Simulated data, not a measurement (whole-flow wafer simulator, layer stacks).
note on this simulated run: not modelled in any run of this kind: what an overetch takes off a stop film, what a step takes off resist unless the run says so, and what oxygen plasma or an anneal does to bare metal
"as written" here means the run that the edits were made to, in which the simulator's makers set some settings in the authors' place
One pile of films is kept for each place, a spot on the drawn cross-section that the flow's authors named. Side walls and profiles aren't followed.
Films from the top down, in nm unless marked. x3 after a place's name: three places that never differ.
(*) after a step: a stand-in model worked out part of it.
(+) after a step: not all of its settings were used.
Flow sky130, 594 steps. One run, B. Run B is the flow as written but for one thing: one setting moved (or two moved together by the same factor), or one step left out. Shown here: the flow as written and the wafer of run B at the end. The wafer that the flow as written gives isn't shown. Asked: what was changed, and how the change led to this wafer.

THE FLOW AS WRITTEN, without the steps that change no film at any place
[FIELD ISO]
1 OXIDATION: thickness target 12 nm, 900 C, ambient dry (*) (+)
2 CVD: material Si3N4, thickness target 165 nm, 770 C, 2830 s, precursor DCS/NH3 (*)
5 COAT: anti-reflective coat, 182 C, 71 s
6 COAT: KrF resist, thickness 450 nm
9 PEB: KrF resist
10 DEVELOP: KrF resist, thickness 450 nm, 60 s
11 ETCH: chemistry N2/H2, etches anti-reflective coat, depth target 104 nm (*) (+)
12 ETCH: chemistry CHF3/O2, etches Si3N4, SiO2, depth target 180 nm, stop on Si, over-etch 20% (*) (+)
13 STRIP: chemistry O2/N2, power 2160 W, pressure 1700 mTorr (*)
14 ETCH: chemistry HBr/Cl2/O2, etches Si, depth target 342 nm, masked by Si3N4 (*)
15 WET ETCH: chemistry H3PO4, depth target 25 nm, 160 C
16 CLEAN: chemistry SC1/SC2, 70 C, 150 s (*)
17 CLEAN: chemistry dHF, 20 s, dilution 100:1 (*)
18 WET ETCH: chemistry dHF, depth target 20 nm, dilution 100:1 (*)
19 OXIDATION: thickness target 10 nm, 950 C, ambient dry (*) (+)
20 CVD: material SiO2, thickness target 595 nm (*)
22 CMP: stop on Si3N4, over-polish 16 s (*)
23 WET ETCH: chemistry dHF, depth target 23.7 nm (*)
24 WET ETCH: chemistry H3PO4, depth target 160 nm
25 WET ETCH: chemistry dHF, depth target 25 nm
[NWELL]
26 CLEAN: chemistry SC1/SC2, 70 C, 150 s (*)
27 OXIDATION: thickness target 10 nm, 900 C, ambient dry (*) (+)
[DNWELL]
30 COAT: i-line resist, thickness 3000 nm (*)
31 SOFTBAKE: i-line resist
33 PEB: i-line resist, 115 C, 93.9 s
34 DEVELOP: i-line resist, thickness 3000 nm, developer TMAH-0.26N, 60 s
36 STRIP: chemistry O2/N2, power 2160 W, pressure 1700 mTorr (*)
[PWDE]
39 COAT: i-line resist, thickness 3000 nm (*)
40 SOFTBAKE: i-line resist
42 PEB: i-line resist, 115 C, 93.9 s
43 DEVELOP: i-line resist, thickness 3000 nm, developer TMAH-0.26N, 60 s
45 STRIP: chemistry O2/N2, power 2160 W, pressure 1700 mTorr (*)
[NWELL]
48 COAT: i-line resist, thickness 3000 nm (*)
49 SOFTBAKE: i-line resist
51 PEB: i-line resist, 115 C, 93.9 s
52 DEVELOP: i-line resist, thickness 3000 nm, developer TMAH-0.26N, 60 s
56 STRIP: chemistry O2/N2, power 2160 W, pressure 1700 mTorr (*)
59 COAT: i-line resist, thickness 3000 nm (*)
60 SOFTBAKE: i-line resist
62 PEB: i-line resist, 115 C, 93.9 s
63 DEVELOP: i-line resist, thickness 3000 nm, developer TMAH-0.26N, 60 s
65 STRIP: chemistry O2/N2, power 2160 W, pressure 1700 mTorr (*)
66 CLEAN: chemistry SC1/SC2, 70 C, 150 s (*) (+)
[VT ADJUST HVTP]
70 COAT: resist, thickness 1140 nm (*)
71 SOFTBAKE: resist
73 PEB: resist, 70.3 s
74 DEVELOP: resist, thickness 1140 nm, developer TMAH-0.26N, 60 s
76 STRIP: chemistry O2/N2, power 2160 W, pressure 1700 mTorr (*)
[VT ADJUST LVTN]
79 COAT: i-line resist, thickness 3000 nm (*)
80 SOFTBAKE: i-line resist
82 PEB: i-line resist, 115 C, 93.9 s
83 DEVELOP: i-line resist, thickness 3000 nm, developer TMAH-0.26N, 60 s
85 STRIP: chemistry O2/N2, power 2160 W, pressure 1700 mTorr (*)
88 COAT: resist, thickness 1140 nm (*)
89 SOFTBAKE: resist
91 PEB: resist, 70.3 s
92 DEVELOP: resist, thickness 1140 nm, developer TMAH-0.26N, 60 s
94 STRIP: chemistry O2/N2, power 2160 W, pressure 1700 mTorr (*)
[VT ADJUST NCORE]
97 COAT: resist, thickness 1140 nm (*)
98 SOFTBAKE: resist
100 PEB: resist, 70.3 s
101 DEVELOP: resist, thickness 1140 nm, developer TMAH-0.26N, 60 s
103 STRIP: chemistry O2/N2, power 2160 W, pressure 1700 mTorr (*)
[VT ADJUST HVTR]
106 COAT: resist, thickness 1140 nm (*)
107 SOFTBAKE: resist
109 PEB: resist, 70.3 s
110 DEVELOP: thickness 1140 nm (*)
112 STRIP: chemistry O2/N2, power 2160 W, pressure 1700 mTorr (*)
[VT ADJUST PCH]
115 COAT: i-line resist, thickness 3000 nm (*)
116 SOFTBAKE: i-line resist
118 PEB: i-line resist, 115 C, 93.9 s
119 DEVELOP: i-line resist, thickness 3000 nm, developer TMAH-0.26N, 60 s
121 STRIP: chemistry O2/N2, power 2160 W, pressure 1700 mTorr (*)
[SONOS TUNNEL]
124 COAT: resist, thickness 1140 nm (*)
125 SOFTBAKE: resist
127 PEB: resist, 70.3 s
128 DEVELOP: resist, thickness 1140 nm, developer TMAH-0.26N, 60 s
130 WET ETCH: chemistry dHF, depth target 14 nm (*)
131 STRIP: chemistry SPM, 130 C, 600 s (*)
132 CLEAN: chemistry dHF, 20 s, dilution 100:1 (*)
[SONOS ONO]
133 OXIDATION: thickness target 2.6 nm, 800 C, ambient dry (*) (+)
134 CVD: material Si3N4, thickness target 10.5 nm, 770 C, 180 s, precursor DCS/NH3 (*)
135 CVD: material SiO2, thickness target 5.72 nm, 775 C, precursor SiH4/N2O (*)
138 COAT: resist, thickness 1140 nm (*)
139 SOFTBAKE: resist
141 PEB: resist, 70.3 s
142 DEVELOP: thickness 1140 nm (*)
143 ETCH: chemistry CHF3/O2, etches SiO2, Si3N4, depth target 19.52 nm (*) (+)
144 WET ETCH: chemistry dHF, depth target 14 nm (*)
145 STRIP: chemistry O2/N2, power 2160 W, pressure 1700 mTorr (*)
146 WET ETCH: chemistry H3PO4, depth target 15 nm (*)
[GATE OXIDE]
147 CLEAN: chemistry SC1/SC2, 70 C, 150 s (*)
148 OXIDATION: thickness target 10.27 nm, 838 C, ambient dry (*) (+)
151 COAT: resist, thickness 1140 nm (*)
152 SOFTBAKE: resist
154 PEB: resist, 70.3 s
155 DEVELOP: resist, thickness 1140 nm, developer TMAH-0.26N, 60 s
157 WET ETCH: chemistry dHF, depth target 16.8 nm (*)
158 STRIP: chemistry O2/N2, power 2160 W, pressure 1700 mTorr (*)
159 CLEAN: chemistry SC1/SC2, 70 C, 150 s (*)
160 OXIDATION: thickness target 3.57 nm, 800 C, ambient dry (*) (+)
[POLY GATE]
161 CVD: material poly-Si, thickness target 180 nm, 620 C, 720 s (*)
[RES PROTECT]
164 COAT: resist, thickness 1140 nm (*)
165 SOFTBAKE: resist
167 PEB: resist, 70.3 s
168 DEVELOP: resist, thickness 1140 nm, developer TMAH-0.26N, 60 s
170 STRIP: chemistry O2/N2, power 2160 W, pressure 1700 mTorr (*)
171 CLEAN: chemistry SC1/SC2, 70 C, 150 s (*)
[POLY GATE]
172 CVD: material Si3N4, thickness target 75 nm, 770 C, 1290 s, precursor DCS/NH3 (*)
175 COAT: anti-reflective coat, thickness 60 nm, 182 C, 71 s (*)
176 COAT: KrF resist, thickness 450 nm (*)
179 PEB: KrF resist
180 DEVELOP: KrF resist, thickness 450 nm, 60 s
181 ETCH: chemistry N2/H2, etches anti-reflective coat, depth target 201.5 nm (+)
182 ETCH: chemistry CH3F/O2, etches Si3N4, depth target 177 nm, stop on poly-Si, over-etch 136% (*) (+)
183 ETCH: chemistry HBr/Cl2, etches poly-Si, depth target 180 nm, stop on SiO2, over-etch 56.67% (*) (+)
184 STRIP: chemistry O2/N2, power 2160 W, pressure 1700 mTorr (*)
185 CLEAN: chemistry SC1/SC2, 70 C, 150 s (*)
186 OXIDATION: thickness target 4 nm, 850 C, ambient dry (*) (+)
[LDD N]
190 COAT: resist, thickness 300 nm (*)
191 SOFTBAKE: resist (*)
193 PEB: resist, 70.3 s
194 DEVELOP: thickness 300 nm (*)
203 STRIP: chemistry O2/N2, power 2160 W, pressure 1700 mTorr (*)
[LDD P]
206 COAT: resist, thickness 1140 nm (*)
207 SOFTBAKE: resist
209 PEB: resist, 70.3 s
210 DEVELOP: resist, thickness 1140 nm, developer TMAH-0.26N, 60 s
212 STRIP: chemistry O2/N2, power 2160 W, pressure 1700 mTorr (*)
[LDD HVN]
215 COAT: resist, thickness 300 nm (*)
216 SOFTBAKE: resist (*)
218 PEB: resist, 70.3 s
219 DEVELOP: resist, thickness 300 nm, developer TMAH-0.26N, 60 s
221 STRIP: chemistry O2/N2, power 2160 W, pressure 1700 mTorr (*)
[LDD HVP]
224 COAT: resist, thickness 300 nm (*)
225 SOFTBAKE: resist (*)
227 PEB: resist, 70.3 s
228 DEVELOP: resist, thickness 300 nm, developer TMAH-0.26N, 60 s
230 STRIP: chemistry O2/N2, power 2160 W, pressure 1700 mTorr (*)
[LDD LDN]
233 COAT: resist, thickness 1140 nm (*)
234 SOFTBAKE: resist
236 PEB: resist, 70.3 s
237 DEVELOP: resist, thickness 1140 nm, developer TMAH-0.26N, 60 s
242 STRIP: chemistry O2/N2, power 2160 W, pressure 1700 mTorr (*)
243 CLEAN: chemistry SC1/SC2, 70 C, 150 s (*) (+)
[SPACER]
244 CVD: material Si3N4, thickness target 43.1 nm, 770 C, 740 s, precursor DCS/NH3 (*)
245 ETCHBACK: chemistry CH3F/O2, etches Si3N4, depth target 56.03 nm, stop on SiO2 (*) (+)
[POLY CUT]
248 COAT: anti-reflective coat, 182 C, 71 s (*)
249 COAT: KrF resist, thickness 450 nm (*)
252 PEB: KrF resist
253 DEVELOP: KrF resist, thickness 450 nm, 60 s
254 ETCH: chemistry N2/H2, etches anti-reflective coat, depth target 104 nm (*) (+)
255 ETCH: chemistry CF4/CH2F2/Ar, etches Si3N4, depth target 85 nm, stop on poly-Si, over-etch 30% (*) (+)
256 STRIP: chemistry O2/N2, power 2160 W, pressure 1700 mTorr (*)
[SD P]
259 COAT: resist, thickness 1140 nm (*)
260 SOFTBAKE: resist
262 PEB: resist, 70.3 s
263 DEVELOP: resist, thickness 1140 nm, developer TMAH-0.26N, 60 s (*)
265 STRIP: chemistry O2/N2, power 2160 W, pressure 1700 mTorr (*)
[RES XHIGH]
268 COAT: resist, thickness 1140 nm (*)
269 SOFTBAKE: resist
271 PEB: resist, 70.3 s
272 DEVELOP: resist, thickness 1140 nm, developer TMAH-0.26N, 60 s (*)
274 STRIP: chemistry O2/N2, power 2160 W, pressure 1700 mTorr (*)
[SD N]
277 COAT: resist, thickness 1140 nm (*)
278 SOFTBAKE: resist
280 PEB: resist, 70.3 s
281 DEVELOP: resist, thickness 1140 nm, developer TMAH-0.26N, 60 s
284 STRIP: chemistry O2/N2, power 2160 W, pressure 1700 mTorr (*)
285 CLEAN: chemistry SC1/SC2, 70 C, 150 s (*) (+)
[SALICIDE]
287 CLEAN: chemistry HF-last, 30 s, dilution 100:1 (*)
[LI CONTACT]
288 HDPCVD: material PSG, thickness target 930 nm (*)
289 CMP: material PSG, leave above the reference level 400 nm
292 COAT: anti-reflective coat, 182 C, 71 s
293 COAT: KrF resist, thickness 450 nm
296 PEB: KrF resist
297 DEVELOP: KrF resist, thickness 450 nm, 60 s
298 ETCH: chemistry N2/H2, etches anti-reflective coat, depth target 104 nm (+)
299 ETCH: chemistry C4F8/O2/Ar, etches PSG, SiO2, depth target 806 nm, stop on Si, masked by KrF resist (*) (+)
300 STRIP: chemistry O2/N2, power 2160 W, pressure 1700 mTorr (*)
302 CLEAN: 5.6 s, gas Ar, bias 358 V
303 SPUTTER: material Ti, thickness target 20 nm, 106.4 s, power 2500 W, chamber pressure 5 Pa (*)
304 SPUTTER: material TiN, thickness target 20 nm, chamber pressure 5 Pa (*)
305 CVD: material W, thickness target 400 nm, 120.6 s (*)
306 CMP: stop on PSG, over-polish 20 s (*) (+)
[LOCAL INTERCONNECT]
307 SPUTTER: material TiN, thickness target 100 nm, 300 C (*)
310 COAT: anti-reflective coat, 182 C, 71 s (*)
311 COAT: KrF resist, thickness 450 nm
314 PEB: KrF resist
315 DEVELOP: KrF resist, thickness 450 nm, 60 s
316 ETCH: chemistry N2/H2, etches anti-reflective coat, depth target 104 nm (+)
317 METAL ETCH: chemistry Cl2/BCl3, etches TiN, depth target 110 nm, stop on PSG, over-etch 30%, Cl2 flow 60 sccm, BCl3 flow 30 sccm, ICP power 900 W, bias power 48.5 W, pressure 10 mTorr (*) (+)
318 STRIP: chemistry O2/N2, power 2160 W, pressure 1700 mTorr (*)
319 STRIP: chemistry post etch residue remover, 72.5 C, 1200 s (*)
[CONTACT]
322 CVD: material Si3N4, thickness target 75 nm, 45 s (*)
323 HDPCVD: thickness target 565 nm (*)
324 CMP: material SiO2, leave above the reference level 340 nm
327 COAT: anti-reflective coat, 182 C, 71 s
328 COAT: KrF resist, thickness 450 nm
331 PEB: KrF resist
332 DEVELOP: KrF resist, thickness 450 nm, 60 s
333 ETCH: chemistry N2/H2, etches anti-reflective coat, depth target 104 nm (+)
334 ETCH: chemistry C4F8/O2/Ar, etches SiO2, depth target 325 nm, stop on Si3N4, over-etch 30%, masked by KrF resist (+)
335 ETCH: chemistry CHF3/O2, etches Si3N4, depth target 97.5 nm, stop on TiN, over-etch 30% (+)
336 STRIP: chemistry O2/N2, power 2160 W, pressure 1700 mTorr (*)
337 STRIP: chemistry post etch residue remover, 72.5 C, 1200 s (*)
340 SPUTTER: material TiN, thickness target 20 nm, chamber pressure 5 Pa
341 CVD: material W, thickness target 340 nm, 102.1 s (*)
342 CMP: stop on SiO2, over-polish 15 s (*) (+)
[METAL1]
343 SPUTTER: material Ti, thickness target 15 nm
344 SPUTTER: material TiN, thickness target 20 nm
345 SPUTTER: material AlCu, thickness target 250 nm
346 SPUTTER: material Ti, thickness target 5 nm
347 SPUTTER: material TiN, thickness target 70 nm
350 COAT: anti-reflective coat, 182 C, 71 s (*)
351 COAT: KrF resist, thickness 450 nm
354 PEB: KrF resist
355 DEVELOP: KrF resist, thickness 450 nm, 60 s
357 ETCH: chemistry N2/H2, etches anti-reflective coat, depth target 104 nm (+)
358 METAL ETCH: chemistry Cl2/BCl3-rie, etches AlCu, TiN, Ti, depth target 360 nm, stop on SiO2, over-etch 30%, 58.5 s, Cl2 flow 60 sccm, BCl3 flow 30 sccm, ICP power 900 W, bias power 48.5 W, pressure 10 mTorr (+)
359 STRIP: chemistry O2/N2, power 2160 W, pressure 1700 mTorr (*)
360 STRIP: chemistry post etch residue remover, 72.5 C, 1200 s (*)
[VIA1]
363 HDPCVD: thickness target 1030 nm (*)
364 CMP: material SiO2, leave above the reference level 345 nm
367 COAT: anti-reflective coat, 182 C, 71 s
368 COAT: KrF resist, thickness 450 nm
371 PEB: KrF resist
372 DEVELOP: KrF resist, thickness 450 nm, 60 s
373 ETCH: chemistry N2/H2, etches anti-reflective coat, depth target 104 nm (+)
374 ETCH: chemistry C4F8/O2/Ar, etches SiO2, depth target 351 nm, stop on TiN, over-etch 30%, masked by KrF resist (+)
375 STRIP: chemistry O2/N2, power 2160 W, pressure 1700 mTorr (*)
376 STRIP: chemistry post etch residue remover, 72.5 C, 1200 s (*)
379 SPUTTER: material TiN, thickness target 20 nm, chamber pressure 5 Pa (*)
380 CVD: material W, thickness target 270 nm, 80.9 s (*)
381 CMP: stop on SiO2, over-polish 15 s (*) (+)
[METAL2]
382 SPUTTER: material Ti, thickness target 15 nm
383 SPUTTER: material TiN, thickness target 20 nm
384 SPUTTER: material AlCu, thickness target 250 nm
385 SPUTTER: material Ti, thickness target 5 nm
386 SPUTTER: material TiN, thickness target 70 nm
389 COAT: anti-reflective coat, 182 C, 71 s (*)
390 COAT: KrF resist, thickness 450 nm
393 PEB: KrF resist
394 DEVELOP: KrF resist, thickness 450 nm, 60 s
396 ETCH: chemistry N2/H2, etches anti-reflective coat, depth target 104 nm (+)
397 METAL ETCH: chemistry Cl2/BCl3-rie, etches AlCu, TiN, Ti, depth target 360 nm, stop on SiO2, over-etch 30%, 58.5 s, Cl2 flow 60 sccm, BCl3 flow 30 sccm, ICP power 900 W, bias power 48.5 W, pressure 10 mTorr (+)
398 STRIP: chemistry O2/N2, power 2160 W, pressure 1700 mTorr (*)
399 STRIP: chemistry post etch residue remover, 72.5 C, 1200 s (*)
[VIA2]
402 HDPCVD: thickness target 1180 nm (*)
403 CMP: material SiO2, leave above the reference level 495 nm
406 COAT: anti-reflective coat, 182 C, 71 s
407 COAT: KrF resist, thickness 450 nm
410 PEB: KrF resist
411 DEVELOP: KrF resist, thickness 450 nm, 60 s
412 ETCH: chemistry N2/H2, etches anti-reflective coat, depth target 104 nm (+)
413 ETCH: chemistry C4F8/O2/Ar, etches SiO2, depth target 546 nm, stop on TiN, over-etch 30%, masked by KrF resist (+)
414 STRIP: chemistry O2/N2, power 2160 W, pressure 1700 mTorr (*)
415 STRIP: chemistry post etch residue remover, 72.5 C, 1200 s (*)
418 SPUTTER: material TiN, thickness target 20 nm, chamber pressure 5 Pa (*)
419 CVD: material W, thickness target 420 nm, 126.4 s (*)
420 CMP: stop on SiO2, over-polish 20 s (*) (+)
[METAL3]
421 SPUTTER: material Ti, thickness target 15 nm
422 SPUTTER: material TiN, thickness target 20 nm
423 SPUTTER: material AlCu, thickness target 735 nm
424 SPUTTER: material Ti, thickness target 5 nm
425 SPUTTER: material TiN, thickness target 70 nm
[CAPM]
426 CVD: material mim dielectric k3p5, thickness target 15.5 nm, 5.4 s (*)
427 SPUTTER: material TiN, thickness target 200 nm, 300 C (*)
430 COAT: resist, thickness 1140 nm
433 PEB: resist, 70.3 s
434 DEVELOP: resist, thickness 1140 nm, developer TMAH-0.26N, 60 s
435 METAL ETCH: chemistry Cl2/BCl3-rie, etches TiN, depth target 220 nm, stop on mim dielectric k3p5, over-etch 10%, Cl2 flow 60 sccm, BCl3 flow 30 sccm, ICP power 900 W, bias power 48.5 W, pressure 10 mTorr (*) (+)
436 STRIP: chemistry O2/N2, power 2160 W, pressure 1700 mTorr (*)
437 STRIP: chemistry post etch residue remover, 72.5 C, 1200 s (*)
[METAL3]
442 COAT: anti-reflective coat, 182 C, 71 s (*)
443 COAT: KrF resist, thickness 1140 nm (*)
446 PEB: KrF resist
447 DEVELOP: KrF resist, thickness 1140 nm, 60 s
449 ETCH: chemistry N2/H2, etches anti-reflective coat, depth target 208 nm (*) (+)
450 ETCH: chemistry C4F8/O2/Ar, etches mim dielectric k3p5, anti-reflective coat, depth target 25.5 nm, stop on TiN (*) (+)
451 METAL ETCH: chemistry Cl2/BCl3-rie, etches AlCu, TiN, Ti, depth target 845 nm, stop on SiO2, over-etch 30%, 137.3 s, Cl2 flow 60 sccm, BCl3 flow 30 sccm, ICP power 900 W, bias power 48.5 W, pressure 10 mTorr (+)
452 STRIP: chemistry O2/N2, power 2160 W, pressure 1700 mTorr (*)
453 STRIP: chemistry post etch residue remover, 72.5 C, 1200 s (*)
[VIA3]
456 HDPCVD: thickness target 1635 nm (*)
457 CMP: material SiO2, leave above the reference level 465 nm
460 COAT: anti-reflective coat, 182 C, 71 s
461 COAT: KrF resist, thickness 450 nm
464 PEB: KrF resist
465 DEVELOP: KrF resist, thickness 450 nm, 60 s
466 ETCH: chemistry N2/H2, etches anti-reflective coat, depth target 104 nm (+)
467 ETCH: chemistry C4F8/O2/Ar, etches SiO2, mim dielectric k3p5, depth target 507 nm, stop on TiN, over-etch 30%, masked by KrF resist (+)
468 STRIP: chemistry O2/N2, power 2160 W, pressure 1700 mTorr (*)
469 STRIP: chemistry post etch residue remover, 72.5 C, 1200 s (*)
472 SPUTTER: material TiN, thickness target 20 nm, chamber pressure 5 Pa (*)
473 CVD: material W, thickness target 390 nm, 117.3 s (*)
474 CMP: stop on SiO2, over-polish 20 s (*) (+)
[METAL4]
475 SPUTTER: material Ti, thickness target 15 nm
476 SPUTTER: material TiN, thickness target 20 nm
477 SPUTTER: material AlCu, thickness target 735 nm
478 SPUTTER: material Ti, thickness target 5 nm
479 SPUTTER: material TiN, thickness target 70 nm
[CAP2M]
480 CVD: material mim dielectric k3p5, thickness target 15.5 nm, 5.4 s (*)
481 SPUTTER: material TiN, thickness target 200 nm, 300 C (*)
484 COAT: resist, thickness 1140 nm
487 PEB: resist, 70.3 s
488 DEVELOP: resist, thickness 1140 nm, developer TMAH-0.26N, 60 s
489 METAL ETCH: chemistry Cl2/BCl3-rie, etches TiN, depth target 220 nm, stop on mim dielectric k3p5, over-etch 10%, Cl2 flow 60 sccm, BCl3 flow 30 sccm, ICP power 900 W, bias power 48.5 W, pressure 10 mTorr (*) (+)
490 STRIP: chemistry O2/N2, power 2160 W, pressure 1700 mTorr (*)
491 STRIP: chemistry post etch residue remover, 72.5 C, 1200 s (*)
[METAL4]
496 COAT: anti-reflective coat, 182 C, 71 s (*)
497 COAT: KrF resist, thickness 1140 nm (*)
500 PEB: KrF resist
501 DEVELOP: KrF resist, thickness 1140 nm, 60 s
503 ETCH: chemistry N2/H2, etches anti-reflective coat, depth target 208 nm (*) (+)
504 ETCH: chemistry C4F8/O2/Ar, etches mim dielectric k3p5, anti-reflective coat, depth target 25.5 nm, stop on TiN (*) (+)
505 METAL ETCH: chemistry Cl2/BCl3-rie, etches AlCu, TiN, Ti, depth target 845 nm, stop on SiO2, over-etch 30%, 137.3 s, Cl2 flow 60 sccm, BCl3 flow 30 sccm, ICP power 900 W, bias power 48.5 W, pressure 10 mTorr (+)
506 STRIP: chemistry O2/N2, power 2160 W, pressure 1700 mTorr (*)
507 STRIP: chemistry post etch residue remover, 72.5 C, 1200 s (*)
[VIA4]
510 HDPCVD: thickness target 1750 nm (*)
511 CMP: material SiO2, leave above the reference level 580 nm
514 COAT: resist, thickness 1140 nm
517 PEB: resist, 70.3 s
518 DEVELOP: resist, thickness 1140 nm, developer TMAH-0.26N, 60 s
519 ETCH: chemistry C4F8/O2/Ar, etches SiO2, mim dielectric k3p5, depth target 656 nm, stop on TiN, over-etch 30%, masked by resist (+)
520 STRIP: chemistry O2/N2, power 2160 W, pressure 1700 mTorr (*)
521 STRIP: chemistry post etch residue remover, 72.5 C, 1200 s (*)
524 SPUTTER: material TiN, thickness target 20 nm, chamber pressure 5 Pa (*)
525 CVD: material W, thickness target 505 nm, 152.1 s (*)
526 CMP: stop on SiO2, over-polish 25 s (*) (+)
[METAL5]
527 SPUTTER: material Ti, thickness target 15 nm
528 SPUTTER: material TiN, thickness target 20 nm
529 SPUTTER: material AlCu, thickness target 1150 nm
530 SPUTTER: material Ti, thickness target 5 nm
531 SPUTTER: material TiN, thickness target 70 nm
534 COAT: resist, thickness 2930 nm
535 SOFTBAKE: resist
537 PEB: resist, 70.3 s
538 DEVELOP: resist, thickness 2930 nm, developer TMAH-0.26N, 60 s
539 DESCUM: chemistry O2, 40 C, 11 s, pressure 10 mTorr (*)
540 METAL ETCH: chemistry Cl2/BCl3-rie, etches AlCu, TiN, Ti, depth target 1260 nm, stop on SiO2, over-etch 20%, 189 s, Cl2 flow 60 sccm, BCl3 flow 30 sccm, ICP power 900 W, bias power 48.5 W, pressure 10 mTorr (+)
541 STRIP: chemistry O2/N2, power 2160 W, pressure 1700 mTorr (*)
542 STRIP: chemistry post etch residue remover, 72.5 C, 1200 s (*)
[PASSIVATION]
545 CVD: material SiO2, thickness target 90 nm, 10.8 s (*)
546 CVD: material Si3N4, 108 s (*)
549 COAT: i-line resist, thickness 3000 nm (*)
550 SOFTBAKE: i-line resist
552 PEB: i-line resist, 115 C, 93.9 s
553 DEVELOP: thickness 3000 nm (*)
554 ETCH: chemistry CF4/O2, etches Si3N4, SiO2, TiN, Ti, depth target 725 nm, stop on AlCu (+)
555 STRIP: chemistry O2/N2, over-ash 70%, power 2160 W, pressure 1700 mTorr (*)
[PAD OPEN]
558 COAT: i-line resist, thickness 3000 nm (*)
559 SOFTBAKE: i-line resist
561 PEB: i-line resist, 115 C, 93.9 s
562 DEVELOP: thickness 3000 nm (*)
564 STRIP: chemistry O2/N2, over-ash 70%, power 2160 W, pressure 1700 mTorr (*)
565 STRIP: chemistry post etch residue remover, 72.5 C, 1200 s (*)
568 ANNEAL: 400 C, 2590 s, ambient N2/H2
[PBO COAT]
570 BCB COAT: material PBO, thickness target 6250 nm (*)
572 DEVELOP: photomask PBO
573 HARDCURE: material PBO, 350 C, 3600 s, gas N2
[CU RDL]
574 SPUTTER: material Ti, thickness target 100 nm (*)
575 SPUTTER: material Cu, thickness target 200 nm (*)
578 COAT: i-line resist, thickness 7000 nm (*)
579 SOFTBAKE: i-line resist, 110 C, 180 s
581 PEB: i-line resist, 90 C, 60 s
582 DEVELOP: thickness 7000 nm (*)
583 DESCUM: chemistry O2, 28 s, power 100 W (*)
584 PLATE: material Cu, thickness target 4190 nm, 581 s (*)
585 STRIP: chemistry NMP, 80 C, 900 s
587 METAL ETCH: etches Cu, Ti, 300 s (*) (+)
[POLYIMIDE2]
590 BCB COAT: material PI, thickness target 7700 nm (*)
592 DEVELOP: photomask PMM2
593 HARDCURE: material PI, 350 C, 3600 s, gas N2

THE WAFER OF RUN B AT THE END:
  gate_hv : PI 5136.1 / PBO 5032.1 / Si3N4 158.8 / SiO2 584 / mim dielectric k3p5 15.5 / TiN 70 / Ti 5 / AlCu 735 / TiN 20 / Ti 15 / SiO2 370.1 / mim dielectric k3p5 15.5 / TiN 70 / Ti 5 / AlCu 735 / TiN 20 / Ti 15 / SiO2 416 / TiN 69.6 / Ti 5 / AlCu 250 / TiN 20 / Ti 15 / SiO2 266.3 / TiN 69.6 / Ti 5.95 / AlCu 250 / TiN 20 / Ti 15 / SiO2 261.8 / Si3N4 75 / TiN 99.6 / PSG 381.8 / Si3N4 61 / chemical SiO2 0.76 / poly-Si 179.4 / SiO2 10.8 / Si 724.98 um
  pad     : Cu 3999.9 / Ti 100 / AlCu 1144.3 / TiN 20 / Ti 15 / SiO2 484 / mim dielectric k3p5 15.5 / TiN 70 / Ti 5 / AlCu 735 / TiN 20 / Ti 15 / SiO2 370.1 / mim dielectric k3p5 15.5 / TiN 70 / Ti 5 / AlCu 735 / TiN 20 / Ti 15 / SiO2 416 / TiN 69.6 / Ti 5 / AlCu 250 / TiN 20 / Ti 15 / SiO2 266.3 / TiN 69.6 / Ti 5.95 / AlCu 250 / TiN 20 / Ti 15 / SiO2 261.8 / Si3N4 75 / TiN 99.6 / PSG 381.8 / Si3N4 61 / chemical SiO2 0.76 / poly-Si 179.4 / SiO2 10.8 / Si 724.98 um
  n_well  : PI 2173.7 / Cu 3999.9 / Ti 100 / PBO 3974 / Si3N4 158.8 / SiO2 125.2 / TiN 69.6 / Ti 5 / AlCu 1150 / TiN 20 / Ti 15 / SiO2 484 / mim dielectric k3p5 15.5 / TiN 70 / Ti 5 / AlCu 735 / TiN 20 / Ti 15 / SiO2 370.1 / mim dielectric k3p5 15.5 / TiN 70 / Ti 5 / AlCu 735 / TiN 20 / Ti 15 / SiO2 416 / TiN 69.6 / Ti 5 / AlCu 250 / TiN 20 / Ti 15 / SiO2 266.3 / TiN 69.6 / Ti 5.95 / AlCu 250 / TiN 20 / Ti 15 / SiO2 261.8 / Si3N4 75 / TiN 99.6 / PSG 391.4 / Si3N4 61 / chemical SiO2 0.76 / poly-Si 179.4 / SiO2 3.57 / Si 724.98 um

The cause: step 346, SPUTTER: thickness target 5.95 nm was run, where the flow has thickness target 5 nm.
It can be read off the wafer: gate_hv has Ti 5.95, and step 346 as written asks for 5 nm.

How the change led to this, step by step:
  346 SPUTTER: material Ti, thickness target 5 nm
      field, active, n_well and 188 more: Ti +5.95 (new film) (as written it would be: Ti +5 (new film))
  358 METAL ETCH: chemistry Cl2/BCl3-rie, etches AlCu, TiN, Ti, depth target 360 nm, stop on SiO2, over-etch 30%, 58.5 s, Cl2 flow 60 sccm, BCl3 flow 30 sccm, ICP power 900 W, bias power 48.5 W, pressure 10 mTorr (+)
      field, active, gate and 81 more: TiN -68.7 (all of it), Ti -5.95 (all of it), AlCu -250 (all of it), TiN -20 (all of it), Ti -15 (all of it), SiO2 -10.8 (as written it would be: TiN -68.7 (all of it), Ti -5 (all of it), AlCu -250 (all of it), TiN -20 (all of it), Ti -15 (all of it), SiO2 -10.9)
